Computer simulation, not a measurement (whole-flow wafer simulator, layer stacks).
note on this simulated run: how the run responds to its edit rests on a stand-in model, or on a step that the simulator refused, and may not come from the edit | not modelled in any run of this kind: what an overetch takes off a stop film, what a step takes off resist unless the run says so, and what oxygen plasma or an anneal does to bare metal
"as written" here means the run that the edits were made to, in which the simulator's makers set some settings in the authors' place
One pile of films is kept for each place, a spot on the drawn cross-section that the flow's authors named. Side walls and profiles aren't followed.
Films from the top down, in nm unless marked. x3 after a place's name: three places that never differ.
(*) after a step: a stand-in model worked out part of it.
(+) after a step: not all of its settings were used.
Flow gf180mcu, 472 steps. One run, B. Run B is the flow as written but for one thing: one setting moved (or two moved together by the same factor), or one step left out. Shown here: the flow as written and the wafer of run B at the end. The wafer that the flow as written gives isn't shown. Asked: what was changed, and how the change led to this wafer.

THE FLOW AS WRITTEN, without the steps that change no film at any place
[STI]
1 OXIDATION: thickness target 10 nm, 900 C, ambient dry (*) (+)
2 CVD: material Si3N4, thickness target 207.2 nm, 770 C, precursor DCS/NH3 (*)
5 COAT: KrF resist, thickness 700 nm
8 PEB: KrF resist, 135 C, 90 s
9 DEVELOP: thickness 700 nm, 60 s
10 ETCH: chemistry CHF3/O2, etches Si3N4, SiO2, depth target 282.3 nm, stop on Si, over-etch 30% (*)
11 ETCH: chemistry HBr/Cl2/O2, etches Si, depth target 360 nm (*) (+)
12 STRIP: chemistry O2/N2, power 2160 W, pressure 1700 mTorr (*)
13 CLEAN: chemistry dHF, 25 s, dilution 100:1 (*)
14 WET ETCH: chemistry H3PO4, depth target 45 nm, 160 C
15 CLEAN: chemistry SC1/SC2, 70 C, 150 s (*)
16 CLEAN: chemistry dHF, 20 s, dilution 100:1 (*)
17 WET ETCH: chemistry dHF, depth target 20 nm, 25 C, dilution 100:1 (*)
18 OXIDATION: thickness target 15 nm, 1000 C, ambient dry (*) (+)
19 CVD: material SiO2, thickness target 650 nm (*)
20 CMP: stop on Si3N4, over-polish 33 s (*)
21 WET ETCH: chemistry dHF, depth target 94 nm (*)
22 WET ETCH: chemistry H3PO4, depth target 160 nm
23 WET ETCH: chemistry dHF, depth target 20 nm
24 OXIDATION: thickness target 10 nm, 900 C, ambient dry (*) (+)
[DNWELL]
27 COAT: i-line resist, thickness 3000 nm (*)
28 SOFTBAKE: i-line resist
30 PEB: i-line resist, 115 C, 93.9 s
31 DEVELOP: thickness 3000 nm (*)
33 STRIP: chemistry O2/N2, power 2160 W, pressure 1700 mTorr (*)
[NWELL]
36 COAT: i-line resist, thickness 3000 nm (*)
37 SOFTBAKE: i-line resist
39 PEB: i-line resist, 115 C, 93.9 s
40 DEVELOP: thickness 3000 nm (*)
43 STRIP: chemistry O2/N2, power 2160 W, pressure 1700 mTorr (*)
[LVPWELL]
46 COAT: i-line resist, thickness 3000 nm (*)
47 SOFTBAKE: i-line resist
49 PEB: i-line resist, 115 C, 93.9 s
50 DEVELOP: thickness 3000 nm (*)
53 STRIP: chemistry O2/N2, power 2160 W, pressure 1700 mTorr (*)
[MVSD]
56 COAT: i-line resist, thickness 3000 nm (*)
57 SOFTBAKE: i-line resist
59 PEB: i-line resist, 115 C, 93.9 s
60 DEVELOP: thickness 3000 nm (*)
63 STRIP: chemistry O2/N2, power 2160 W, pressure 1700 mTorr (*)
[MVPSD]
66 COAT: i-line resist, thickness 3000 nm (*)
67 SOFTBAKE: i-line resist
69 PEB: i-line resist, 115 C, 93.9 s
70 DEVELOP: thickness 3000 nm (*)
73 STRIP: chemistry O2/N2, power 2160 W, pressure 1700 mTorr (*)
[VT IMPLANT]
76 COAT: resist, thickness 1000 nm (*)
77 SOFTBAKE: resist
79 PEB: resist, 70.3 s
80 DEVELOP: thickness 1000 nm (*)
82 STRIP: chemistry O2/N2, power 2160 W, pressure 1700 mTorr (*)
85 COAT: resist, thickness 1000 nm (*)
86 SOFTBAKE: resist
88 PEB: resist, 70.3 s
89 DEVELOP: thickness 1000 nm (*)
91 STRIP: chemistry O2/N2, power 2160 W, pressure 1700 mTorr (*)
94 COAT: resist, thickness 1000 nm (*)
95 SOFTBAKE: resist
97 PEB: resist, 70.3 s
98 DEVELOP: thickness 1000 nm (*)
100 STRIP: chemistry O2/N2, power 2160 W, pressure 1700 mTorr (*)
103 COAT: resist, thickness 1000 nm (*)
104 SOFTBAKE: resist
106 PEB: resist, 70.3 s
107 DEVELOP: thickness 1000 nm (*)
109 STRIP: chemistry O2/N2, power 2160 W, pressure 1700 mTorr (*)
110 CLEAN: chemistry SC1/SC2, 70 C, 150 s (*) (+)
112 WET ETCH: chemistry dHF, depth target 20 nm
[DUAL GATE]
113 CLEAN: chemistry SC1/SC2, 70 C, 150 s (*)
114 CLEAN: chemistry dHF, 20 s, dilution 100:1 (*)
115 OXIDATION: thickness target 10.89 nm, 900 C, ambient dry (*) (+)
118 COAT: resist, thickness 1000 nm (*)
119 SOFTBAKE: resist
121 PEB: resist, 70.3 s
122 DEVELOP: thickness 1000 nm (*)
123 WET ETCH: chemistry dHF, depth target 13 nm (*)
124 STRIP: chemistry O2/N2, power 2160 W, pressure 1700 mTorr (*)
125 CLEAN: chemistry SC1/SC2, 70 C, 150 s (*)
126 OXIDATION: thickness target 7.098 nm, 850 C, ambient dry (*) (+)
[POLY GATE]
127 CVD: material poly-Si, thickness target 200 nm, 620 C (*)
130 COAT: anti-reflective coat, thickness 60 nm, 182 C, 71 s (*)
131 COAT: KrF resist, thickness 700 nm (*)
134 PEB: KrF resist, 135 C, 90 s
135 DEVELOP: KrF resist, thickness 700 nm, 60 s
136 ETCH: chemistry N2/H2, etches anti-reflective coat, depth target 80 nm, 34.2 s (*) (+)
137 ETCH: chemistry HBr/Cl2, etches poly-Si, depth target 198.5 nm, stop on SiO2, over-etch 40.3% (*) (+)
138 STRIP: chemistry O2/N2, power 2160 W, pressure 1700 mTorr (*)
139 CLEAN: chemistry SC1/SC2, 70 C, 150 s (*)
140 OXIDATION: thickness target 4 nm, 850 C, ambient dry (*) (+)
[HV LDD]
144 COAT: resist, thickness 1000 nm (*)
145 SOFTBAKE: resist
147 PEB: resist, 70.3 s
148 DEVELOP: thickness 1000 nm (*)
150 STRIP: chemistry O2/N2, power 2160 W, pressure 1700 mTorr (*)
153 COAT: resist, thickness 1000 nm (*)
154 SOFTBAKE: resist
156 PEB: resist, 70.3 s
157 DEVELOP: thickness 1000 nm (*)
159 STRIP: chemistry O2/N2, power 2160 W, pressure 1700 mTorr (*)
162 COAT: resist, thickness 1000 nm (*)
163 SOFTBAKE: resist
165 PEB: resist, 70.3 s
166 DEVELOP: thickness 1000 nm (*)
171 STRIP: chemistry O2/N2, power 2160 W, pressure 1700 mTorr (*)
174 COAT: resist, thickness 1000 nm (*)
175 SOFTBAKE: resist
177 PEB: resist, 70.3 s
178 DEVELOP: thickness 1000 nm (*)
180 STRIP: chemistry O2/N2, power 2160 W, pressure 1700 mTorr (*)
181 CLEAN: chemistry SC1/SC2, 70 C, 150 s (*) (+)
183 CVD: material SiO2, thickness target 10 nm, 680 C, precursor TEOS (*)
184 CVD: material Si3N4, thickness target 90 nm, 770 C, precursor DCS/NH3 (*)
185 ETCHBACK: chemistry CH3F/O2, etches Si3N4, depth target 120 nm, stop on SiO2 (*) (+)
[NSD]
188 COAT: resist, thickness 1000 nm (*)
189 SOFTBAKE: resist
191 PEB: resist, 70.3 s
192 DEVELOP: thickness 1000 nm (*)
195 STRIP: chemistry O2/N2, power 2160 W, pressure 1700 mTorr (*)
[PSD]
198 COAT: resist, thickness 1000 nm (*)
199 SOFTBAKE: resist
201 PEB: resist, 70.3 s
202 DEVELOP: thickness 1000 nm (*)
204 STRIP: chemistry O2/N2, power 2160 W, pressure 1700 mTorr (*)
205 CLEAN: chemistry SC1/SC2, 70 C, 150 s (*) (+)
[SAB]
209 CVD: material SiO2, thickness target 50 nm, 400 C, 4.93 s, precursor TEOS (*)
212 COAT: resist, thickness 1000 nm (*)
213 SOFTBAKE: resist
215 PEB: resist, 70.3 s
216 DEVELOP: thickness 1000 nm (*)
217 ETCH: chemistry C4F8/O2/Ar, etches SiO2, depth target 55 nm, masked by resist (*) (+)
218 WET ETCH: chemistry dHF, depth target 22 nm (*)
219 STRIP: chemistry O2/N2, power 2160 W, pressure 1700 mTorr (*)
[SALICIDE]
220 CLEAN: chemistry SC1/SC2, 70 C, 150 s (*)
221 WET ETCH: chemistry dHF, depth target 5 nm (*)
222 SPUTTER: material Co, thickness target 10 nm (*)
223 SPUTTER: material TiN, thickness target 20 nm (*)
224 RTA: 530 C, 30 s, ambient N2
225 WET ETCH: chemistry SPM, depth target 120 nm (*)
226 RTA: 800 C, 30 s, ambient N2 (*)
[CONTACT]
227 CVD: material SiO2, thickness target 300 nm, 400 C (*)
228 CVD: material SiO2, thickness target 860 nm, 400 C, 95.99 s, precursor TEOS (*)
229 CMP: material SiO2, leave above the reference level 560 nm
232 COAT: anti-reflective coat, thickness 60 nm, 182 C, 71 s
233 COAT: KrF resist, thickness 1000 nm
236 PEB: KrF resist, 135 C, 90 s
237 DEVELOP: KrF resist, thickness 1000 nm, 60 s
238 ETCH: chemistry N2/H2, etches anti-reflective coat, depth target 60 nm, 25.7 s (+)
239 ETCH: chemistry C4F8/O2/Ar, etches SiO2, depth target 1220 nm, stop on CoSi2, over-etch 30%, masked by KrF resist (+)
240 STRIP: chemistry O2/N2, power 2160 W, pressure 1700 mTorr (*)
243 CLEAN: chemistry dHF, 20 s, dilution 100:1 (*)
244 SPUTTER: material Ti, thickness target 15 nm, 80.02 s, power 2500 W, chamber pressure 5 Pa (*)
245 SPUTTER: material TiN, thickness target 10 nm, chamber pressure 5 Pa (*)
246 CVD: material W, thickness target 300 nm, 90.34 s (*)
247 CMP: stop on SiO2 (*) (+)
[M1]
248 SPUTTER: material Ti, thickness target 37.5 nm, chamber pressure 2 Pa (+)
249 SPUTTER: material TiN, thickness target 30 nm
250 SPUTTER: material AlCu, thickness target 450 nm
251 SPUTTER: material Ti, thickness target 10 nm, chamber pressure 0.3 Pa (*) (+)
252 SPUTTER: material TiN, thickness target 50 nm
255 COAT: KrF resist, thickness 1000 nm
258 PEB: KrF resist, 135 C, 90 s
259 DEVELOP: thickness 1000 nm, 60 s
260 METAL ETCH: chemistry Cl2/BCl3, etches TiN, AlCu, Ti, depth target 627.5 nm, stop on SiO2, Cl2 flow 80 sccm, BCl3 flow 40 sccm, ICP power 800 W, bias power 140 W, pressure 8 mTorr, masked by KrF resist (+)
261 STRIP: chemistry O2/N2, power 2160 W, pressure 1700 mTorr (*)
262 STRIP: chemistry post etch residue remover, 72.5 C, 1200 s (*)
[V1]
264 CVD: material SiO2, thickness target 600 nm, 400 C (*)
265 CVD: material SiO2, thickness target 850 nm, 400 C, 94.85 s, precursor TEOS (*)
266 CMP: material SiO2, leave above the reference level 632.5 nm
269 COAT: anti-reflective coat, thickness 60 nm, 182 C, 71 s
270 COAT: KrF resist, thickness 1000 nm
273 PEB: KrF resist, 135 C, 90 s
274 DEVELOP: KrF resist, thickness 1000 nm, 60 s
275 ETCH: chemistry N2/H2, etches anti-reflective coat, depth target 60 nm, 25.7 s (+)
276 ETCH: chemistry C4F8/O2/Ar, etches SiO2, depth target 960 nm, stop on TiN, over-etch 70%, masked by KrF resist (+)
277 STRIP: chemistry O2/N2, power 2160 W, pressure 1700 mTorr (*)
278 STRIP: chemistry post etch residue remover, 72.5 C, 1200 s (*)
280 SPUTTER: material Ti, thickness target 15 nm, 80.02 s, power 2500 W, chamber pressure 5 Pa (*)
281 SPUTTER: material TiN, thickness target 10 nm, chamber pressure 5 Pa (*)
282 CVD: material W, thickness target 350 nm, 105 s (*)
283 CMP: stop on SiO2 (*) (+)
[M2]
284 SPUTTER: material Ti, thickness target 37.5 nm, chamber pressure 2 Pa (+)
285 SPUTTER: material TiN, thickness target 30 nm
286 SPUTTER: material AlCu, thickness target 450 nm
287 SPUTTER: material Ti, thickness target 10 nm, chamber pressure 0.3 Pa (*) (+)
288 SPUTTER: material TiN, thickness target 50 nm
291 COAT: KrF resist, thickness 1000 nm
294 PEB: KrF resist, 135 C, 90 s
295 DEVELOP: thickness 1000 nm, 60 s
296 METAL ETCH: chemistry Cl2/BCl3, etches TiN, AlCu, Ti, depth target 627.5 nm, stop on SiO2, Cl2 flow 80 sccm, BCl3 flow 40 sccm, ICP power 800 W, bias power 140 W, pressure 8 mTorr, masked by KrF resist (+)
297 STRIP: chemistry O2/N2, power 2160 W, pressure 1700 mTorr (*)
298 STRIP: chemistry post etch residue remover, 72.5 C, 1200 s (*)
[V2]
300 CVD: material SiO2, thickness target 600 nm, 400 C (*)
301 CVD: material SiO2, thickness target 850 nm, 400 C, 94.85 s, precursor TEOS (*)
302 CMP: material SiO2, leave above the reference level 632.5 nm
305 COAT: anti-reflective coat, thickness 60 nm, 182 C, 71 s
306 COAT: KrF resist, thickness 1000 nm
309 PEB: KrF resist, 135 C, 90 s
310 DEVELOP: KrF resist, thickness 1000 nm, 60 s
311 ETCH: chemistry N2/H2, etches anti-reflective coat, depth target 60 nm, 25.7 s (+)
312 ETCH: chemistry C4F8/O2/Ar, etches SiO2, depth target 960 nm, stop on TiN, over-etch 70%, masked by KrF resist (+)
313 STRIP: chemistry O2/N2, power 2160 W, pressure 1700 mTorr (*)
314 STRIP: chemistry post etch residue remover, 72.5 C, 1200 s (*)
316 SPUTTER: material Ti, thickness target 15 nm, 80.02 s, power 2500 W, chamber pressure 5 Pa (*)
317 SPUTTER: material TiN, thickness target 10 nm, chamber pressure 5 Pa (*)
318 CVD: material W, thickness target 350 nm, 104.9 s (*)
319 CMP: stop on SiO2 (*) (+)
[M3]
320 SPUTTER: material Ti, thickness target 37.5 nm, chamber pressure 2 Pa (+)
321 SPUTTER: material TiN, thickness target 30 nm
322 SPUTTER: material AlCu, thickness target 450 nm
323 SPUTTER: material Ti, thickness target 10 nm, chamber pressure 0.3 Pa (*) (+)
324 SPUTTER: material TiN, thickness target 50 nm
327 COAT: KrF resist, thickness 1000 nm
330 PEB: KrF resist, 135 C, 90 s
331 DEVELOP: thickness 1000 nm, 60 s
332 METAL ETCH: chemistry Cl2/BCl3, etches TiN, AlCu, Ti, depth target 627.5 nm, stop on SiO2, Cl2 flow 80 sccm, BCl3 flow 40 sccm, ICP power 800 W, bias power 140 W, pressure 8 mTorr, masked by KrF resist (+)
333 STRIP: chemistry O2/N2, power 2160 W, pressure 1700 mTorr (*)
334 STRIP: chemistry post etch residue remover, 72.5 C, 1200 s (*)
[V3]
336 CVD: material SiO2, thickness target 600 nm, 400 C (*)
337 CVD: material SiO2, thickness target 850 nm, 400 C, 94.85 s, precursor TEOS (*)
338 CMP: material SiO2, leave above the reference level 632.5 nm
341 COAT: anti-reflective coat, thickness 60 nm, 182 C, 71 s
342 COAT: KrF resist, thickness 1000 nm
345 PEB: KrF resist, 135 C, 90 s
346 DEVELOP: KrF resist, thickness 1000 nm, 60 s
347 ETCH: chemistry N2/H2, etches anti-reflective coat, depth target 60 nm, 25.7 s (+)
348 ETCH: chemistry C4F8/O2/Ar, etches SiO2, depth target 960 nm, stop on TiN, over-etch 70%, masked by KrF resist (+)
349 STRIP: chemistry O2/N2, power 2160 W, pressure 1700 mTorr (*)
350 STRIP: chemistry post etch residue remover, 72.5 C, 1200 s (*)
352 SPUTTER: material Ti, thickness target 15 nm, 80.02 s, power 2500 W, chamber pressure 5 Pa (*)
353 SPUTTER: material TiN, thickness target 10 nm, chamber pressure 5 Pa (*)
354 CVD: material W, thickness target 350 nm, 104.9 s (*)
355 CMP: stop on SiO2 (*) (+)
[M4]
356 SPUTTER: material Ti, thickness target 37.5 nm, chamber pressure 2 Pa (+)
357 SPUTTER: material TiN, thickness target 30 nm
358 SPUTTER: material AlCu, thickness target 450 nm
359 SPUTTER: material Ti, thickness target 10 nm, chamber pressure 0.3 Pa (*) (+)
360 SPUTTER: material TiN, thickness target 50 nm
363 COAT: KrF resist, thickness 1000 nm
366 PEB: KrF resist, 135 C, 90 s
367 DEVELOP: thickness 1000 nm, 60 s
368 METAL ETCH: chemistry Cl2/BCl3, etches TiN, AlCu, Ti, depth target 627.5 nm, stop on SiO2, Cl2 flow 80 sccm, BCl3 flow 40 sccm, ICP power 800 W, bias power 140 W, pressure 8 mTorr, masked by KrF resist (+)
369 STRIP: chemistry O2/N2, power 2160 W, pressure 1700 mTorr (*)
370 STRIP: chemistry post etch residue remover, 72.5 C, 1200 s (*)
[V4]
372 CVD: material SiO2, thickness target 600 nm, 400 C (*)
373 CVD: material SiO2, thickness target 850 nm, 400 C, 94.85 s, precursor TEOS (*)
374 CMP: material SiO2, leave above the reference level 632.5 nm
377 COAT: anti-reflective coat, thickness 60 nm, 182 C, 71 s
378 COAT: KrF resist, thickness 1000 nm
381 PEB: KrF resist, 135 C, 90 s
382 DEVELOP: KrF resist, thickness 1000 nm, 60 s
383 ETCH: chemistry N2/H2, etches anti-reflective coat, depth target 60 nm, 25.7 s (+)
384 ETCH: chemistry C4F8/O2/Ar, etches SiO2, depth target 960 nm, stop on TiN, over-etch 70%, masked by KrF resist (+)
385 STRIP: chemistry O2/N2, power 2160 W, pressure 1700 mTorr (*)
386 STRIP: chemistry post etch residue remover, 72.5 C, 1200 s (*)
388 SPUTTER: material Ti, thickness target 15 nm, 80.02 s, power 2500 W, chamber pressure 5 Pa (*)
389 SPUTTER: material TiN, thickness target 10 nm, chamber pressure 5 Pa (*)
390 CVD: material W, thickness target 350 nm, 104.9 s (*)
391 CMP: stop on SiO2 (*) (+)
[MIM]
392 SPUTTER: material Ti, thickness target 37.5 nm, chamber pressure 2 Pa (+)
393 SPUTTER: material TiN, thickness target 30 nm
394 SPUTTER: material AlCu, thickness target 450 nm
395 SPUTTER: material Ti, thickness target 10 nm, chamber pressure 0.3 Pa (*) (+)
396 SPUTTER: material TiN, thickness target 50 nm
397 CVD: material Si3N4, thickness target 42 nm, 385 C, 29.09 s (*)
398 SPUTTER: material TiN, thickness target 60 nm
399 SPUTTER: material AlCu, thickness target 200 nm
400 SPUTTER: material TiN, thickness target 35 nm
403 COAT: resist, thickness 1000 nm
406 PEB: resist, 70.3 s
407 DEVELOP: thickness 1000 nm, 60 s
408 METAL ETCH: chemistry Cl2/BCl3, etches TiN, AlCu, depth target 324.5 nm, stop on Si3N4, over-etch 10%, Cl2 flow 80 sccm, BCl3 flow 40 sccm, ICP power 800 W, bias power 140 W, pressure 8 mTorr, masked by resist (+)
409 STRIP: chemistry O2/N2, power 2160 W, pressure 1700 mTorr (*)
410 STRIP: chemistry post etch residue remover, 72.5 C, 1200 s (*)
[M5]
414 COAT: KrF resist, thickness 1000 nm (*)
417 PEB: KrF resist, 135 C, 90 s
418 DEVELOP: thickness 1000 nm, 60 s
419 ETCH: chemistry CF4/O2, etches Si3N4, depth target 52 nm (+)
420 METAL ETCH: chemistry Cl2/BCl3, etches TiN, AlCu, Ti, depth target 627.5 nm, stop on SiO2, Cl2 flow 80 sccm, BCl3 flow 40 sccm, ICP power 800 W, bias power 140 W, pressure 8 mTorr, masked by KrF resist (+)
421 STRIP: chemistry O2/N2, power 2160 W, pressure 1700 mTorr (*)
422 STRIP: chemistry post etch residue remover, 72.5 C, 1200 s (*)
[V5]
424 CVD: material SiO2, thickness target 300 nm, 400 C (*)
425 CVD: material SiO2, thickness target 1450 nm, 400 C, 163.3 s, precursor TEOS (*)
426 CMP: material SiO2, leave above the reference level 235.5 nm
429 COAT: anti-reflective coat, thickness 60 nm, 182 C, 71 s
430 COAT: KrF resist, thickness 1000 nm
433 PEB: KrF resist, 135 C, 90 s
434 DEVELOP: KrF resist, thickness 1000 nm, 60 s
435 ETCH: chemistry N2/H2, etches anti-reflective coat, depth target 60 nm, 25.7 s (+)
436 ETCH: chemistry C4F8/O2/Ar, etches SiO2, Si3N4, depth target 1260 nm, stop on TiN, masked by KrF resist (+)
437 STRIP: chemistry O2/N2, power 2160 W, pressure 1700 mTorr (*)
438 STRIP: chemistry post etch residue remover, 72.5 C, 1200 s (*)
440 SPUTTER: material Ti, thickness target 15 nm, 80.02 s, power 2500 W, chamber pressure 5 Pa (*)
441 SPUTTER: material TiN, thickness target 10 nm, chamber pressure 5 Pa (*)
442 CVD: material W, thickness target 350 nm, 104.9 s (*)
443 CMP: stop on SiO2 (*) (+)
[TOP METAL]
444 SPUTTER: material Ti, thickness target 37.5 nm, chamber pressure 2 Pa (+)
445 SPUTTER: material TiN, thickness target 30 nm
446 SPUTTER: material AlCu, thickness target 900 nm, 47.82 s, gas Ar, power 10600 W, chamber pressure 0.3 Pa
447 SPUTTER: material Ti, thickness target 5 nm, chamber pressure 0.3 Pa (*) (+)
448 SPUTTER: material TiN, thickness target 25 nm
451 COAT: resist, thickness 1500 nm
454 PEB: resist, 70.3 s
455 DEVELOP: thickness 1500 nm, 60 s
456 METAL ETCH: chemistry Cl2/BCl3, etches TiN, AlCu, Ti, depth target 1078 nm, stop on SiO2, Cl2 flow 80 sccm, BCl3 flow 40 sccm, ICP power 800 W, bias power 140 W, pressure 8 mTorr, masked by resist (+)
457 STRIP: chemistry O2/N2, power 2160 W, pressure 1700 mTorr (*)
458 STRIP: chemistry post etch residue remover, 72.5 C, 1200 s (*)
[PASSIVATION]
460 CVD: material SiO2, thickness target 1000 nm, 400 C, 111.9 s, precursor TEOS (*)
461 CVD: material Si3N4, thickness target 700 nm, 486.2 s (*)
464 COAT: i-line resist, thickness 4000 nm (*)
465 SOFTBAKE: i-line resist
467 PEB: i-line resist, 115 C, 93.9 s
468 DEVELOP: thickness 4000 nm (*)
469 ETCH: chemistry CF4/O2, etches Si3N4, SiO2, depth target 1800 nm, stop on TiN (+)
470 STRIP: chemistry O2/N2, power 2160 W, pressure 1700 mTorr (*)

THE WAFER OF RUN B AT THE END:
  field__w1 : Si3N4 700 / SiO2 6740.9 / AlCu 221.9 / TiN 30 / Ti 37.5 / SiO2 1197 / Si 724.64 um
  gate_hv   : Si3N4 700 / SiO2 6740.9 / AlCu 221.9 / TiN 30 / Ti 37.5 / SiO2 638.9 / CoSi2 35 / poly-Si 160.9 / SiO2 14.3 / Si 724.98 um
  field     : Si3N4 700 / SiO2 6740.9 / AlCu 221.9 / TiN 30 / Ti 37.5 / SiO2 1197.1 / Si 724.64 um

The cause: step 260, METAL ETCH: depth target 282.4 nm was run, where the flow has depth target 627.5 nm.

How the change led to this, step by step:
  260 METAL ETCH: chemistry Cl2/BCl3, etches TiN, AlCu, Ti, depth target 627.5 nm, stop on SiO2, Cl2 flow 80 sccm, BCl3 flow 40 sccm, ICP power 800 W, bias power 140 W, pressure 8 mTorr, masked by KrF resist (+)
      field, field__w1, field__w2 and 99 more: TiN -50 (all of it), Ti -10 (all of it), AlCu -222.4 (as written it would be: TiN -50 (all of it), Ti -10 (all of it), AlCu -450 (all of it), TiN -30 (all of it), Ti -37.5 (all of it))
      field__w8, contact, m1 and 6 more: KrF resist -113 (as written it would be: KrF resist -251)
  261 STRIP: chemistry O2/N2, power 2160 W, pressure 1700 mTorr (*)
      field__w8, contact, m1 and 6 more: KrF resist -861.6 (all of it) (as written it would be: KrF resist -723.5 (all of it))
  262 STRIP: chemistry post etch residue remover, 72.5 C, 1200 s (*)
      field, field__w1, field__w2 and 99 more: AlCu -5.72 (as written it would be: nothing)
  264 CVD: material SiO2, thickness target 600 nm, 400 C (*)
      field, field__w1, field__w2 and 99 more: SiO2 +600 (new film) (as written it would be: SiO2 +600)
  266 CMP: material SiO2, leave above the reference level 632.5 nm
      field, field__w1, field__w2 and 99 more: SiO2 -589.4 (as written it would be: SiO2 -300)
Counting metal films that touch as one body, field__w1 has 1 body; the flow as written gives 0 bodies.
Counting metal films that touch as one body, gate_hv has 2 bodies (between them, from the top down: SiO2 638.9); the flow as written gives 1 body.
Counting metal films that touch as one body, field has 1 body; the flow as written gives 0 bodies.
